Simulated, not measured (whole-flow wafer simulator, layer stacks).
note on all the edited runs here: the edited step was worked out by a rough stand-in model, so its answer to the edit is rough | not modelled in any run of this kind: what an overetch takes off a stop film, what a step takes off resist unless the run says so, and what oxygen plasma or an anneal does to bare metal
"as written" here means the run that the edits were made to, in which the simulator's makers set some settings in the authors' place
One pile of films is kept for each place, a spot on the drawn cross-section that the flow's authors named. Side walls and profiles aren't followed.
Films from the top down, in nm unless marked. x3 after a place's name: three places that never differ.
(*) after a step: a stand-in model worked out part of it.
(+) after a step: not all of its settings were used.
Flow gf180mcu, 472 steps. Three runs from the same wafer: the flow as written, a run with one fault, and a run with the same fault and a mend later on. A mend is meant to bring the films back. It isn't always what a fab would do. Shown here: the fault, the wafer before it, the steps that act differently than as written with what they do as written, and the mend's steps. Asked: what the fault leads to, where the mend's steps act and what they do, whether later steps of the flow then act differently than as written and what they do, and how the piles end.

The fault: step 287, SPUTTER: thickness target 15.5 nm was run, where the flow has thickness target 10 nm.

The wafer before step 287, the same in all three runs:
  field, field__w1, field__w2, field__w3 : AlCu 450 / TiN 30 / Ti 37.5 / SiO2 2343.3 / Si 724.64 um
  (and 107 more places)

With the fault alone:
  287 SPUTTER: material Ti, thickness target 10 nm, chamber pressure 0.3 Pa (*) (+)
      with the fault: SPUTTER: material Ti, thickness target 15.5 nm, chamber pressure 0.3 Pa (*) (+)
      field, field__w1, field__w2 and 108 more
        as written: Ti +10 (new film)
        with the fault: Ti +15.5 (new film)
  Later steps of the flow that act differently than as written (5 more steps differ only slightly, by at most 2% or 0.5 nm, whichever is larger, and aren't shown):
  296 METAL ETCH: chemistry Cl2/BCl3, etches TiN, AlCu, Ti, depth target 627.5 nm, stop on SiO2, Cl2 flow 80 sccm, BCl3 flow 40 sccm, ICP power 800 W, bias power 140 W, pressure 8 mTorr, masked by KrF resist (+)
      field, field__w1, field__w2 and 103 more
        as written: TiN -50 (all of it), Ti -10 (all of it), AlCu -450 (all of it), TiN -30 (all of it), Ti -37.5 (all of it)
        with the fault: TiN -50 (all of it), Ti -15.5 (all of it), AlCu -450 (all of it), TiN -30 (all of it), Ti -37.5 (all of it)
  At the end the piles differ from the flow's by more than 2% or 0.5 nm, whichever is larger, at field__w8, contact, m1, m1__w1, m1_nw.
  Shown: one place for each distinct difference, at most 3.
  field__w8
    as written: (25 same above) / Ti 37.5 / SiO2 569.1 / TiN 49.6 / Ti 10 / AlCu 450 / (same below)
    with the fault: (25 same above) / Ti 37.5 / SiO2 563.6 / TiN 49.6 / Ti 15.5 / AlCu 450 / (same below)
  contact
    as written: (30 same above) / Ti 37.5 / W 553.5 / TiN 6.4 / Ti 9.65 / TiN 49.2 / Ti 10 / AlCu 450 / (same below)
    with the fault: (30 same above) / Ti 37.5 / W 547.9 / TiN 6.42 / Ti 9.68 / TiN 49.2 / Ti 15.5 / AlCu 450 / (same below)

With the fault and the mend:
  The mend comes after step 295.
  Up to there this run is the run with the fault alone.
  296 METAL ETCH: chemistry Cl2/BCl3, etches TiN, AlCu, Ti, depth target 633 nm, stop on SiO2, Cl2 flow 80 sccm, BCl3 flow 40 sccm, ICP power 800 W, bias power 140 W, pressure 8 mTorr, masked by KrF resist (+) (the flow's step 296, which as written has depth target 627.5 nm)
      field, field__w1, field__w2 and 103 more
        TiN -50 (all of it), Ti -15.5 (all of it), AlCu -450 (all of it), TiN -30 (all of it), Ti -37.5 (all of it)
      field__w8, contact, m1, m1__w1, m1_nw
        KrF resist -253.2
  No later step of the flow acts differently than as written, at any place that is followed, by more than 2% or 0.5 nm, whichever is larger.
  At the end the piles differ from the flow's by more than 2% or 0.5 nm, whichever is larger, at field__w8, contact, m1, m1__w1, m1_nw.
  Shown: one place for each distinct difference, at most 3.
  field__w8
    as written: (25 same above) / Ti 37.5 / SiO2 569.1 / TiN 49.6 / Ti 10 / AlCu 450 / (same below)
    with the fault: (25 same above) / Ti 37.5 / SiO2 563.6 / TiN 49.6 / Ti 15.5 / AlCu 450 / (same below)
    with the mend: (25 same above) / Ti 37.5 / SiO2 563.6 / TiN 49.6 / Ti 15.5 / AlCu 450 / (same below)
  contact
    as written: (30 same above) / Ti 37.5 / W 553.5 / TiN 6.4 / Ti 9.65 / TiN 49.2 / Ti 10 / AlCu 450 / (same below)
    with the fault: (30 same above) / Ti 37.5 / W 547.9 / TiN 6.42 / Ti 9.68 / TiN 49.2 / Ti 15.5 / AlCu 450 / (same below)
    with the mend: (30 same above) / Ti 37.5 / W 547.9 / TiN 6.42 / Ti 9.68 / TiN 49.2 / Ti 15.5 / AlCu 450 / (same below)
